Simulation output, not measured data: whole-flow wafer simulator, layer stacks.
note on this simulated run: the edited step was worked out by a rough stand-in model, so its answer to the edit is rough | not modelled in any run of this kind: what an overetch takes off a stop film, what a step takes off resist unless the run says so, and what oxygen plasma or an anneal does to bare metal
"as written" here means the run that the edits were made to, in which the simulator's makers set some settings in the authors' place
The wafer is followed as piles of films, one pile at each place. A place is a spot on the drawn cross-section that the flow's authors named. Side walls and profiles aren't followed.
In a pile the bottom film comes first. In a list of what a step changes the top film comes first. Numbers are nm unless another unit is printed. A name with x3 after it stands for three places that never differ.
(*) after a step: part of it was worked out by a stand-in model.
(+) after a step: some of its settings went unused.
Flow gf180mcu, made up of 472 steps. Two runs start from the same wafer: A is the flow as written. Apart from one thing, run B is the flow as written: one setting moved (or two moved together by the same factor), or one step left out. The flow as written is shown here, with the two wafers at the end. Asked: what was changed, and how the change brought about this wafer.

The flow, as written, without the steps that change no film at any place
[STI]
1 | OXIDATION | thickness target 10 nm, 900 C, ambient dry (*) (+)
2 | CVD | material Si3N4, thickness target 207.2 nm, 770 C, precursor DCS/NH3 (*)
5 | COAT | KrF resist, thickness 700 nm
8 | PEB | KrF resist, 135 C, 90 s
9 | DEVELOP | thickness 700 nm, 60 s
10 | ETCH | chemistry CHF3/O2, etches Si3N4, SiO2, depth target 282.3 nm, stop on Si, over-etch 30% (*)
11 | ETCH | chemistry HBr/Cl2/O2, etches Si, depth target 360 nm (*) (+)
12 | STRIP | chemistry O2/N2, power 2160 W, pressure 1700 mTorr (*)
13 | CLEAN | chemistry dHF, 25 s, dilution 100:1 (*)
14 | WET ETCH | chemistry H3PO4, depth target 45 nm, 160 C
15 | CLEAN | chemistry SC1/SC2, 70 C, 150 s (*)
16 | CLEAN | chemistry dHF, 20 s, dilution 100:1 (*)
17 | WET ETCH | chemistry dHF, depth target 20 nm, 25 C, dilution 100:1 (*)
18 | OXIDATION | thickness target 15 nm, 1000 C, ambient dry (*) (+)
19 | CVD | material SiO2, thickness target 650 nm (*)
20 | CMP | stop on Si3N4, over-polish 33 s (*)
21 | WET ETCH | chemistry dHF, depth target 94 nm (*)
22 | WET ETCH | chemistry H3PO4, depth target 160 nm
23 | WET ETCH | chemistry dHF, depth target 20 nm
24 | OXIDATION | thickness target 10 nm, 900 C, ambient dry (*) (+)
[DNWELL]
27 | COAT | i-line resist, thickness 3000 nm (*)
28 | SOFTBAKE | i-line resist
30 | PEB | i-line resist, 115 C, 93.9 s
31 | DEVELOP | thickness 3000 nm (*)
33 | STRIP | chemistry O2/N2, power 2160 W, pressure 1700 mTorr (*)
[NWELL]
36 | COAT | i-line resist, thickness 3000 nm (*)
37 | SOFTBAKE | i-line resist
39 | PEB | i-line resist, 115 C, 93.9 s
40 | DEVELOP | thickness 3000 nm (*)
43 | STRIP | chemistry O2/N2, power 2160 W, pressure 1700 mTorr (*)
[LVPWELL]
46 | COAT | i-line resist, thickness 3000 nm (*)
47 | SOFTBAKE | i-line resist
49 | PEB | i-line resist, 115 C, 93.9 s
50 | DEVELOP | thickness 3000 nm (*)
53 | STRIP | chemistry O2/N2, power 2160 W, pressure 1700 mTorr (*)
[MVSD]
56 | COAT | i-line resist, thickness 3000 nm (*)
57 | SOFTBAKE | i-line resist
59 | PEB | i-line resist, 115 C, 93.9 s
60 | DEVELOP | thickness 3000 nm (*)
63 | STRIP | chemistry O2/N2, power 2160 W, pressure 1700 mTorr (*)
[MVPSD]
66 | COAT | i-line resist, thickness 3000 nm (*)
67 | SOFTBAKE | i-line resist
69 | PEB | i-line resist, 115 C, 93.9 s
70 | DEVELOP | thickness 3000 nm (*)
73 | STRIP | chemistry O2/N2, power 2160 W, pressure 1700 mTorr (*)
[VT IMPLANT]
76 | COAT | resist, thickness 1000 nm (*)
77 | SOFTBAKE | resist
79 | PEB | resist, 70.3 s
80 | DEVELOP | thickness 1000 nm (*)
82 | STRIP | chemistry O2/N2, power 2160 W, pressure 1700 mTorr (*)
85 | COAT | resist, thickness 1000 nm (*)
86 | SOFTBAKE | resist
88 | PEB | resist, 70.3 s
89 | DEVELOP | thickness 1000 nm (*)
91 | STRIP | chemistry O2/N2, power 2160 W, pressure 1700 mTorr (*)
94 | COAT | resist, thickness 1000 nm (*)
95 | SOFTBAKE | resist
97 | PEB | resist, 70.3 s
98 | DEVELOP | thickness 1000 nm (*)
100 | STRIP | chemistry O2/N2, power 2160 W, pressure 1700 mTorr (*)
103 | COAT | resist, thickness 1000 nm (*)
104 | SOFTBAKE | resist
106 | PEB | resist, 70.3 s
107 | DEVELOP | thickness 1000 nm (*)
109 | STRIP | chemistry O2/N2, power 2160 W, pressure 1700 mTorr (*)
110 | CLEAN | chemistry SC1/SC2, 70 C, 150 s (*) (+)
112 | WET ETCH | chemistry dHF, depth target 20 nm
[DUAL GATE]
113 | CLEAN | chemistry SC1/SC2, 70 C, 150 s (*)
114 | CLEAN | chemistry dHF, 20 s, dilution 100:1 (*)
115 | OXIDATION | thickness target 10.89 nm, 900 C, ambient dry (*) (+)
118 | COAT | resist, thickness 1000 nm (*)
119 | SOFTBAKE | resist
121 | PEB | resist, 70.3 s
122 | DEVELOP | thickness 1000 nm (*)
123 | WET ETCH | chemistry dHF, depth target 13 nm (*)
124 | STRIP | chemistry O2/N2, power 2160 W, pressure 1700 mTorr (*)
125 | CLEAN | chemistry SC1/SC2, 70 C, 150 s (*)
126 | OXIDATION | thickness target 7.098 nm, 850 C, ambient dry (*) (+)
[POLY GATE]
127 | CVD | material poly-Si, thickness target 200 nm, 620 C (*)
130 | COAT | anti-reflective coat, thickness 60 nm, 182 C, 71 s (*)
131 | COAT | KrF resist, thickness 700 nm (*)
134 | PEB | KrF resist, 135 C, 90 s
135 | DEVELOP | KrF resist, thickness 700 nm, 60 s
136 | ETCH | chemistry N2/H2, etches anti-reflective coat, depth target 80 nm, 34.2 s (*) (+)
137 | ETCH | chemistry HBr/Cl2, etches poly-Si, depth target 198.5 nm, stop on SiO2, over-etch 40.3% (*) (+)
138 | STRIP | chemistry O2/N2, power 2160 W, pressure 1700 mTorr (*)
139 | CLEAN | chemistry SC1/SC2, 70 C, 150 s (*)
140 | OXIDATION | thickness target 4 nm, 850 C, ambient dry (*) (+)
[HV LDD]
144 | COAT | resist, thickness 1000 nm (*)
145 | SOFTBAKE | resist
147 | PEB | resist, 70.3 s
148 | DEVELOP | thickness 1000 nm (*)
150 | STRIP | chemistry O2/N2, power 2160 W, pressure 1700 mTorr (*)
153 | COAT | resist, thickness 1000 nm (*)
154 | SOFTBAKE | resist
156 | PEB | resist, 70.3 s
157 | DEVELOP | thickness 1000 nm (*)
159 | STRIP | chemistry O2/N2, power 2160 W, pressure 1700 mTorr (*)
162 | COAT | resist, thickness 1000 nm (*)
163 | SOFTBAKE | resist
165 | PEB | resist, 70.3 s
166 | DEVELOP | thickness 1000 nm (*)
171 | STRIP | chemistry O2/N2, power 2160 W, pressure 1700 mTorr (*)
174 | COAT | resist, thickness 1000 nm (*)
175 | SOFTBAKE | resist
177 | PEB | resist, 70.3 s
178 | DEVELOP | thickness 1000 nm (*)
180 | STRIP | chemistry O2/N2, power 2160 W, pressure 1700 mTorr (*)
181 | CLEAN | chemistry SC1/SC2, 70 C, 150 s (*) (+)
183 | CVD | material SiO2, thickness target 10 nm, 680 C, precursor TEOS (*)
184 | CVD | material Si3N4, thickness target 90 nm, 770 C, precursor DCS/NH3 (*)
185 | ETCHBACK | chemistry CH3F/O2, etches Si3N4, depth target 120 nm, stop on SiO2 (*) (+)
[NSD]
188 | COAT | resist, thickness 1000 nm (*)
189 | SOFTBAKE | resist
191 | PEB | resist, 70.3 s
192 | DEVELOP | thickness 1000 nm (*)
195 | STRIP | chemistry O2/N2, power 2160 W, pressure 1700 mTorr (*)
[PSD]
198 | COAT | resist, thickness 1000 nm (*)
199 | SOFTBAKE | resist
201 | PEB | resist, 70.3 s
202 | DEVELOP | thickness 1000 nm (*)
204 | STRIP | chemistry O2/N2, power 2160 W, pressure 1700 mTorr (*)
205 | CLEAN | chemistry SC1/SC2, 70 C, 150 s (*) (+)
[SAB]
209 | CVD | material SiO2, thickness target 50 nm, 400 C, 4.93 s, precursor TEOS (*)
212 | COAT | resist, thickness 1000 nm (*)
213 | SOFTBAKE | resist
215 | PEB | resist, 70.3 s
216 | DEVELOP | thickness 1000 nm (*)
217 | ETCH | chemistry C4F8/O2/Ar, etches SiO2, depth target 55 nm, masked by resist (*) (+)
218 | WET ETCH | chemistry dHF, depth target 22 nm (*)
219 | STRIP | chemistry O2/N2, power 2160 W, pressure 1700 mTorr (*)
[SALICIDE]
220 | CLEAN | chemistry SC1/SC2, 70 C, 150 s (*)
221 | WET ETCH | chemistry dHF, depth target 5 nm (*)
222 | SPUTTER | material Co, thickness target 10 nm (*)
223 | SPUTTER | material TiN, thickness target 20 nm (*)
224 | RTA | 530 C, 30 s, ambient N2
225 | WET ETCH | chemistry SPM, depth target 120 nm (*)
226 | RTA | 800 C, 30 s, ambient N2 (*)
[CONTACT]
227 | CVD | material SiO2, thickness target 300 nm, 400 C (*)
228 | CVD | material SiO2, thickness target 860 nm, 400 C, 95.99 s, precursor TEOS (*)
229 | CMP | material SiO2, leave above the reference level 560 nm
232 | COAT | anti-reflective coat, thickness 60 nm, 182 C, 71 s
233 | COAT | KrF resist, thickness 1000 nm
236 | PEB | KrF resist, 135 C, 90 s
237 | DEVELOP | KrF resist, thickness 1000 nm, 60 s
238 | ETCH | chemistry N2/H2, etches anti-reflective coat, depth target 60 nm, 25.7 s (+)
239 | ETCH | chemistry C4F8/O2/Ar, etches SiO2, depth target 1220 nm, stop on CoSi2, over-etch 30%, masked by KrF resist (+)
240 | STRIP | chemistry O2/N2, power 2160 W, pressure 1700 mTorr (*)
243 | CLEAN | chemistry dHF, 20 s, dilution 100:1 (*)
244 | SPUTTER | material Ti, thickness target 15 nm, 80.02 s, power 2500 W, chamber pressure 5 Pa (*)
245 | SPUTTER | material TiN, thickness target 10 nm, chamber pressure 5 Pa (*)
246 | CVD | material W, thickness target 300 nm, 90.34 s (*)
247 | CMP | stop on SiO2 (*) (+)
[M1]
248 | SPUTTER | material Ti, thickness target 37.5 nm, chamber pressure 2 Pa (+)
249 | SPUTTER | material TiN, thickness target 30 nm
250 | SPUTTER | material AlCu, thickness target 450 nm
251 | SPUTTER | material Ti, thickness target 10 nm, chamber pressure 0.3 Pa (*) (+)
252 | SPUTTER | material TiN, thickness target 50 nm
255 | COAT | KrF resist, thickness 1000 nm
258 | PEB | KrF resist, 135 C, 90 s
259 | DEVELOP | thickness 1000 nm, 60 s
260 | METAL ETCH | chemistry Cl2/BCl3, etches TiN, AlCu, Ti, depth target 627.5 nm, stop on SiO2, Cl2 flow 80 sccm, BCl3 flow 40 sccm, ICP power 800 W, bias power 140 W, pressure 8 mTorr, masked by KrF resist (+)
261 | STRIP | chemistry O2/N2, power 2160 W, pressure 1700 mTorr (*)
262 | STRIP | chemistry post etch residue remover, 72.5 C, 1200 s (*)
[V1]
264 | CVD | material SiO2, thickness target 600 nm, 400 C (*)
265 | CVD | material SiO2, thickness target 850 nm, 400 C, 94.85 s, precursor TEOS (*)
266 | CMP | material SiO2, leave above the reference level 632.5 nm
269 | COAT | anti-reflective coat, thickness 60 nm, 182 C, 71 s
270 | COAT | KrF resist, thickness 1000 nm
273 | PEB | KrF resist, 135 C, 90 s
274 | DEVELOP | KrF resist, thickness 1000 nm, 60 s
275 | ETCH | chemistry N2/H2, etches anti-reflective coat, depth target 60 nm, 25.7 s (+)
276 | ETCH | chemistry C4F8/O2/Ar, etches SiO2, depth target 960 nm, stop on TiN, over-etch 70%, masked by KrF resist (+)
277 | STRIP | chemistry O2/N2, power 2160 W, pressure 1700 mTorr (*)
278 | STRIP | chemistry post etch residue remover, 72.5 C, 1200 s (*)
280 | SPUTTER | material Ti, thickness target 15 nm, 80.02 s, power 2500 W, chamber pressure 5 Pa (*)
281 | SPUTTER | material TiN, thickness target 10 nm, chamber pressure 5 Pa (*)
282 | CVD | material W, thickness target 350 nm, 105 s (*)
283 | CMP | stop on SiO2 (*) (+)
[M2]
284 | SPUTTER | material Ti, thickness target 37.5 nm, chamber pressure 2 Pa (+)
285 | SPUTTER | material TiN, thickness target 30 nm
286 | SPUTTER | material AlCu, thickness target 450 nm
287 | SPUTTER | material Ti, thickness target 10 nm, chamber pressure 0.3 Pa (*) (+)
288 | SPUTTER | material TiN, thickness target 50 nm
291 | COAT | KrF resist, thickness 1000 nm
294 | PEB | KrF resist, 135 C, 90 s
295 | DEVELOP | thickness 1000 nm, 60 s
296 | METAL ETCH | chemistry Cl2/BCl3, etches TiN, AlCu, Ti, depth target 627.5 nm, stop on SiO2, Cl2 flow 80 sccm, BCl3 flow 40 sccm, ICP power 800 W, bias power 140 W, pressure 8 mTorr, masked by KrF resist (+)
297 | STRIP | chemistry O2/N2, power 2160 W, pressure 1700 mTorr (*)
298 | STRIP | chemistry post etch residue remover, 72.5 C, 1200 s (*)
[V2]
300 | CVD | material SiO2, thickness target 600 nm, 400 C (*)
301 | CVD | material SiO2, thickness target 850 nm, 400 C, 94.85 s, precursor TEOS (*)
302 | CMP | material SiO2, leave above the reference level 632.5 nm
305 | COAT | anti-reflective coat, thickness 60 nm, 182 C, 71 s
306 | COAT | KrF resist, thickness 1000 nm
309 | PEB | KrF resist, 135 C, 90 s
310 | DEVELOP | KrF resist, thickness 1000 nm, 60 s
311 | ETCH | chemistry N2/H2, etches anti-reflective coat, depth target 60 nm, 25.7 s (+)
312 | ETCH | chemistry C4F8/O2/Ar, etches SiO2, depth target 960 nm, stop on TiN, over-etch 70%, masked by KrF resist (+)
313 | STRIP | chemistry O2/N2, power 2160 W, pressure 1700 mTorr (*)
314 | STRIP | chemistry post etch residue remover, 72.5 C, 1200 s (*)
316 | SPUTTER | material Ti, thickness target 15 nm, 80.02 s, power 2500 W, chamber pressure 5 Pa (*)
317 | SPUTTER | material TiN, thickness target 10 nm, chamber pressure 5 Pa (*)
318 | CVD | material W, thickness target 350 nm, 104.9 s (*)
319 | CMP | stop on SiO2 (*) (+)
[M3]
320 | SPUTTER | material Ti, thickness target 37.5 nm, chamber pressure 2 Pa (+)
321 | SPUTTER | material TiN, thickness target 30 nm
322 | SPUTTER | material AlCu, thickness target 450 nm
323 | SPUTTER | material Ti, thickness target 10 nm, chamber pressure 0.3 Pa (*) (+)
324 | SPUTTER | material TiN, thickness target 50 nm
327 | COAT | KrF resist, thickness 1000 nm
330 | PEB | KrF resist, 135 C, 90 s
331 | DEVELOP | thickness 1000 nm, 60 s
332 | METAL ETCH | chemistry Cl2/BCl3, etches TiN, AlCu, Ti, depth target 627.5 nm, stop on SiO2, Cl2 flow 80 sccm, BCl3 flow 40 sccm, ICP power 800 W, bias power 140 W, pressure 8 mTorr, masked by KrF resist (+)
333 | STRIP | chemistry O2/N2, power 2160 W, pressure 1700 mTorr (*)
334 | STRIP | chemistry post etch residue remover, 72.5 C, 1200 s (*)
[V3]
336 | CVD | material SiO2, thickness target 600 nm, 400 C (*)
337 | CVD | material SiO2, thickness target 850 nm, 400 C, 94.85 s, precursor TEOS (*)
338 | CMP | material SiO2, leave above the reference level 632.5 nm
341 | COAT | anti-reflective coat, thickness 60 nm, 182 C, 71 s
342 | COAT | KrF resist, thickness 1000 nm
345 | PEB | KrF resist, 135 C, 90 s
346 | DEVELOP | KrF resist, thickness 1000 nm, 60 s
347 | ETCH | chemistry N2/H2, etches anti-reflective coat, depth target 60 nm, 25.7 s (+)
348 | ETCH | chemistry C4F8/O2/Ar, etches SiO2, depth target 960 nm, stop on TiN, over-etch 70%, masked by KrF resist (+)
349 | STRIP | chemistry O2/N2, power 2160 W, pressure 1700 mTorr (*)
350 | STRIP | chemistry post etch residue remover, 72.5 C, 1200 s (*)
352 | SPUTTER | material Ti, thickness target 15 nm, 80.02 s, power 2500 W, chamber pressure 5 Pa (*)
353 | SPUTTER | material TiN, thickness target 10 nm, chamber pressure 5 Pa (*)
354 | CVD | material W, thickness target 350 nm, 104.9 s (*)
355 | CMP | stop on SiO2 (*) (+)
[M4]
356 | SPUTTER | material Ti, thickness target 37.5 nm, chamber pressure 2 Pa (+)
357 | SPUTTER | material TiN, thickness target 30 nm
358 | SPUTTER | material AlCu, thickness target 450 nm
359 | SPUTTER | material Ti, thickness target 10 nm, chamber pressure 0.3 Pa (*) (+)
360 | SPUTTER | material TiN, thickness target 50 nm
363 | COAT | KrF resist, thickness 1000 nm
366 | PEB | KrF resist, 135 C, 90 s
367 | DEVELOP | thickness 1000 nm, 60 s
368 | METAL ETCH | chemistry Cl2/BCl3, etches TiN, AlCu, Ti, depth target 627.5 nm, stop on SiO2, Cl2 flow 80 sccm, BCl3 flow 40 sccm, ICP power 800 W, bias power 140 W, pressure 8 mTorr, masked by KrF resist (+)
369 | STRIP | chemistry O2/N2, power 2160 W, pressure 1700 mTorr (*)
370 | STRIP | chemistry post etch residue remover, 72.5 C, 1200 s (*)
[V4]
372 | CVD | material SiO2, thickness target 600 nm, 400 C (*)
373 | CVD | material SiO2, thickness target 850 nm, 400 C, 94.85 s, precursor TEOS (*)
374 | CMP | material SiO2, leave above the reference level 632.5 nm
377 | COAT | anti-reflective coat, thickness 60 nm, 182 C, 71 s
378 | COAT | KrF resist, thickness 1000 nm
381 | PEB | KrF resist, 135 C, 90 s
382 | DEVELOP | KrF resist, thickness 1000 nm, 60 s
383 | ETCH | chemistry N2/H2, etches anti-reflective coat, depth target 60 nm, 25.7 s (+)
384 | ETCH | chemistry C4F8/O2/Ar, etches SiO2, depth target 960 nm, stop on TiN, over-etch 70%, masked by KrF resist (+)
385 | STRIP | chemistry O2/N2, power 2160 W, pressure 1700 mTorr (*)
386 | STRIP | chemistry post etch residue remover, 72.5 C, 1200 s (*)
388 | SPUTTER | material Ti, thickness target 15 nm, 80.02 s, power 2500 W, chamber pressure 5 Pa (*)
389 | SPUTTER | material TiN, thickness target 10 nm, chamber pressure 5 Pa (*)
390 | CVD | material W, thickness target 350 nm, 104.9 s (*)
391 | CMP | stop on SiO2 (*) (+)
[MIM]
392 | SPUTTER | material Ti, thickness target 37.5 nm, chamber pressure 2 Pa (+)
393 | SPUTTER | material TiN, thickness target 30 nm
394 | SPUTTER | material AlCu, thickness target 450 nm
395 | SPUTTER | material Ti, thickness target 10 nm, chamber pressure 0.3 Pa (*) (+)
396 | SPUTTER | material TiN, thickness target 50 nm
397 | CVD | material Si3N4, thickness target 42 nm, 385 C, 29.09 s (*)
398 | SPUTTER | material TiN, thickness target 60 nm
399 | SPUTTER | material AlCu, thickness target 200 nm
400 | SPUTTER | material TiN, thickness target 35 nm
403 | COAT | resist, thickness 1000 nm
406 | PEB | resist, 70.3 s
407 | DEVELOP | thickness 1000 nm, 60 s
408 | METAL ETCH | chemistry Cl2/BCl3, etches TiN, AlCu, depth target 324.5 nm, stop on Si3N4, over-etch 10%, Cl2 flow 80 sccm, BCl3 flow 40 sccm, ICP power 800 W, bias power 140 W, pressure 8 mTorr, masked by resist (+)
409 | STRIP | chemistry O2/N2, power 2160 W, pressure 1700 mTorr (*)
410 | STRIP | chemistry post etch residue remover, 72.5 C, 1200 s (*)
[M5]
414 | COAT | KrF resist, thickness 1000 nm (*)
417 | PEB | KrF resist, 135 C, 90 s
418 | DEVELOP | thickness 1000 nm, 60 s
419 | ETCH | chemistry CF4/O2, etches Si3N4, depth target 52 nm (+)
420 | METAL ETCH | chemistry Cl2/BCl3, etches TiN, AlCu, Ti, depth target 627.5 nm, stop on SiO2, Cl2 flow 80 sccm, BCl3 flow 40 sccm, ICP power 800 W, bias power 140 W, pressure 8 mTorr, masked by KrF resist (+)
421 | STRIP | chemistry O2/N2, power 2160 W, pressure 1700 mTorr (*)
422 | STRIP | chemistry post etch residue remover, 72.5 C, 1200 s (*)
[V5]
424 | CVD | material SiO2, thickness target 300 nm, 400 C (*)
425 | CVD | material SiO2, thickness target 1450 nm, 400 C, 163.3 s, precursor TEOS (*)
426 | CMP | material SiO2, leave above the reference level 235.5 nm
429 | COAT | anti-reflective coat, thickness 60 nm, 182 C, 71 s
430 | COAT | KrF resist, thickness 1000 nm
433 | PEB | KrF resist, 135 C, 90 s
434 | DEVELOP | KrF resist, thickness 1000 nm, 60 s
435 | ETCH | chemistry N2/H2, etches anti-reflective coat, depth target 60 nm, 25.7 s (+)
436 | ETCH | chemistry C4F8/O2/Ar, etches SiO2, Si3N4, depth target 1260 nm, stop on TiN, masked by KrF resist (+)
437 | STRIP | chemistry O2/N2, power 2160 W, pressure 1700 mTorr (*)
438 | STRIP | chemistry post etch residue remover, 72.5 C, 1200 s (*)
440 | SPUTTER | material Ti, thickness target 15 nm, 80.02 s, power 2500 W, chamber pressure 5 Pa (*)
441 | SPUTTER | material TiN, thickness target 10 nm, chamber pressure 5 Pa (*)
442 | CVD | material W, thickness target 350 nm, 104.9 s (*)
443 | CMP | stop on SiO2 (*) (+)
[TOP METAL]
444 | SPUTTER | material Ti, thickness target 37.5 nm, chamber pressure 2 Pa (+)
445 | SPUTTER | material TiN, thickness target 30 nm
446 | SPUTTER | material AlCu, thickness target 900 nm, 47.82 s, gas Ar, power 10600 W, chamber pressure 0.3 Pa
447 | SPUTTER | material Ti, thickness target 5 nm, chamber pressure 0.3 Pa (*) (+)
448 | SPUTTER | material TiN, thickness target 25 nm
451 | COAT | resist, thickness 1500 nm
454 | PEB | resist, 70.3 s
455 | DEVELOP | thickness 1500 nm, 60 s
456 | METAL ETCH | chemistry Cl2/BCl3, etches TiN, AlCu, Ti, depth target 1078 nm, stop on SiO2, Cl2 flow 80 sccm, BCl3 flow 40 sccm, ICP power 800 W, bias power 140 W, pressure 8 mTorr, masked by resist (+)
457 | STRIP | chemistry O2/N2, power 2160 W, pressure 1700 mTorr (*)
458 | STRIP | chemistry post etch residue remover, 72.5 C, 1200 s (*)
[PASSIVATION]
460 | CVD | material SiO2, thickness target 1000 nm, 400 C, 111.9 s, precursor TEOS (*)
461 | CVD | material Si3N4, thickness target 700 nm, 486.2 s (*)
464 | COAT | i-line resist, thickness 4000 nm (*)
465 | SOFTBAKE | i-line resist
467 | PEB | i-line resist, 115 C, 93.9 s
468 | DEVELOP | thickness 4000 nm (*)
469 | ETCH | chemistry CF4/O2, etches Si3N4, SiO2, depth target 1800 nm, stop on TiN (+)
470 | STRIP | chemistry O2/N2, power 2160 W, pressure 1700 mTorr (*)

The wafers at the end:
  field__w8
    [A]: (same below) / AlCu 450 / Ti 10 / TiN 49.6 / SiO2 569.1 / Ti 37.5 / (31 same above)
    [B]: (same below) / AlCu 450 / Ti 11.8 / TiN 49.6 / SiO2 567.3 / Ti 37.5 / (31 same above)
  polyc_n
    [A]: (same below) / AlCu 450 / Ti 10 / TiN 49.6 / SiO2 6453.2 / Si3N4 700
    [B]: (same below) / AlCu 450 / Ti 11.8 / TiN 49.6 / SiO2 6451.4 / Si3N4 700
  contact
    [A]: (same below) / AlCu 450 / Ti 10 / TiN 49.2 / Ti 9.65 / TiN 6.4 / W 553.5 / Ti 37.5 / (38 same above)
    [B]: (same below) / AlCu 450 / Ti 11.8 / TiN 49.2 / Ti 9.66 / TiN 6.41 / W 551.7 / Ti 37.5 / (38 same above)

The reason: step 251, SPUTTER: thickness target 11.8 nm was run, while the flow as written has thickness target 10 nm.
The wafer itself shows it: field__w8 has Ti 11.8, and step 251 as written asks for 10 nm.

Step by step, how the change led to this:
  251 | SPUTTER | material Ti, thickness target 10 nm, chamber pressure 0.3 Pa (*) (+)
      field, field__w1, field__w2 and 108 more: A Ti gains 10 (new film) | B Ti gains 11.8 (new film)
  260 | METAL ETCH | chemistry Cl2/BCl3, etches TiN, AlCu, Ti, depth target 627.5 nm, stop on SiO2, Cl2 flow 80 sccm, BCl3 flow 40 sccm, ICP power 800 W, bias power 140 W, pressure 8 mTorr, masked by KrF resist (+)
      field, field__w1, field__w2 and 99 more: A TiN loses 50 (all of it), Ti loses 10 (all of it), AlCu loses 450 (all of it), TiN loses 30 (all of it), Ti loses 37.5 (all of it) | B TiN loses 50 (all of it), Ti loses 11.8 (all of it), AlCu loses 450 (all of it), TiN loses 30 (all of it), Ti loses 37.5 (all of it)
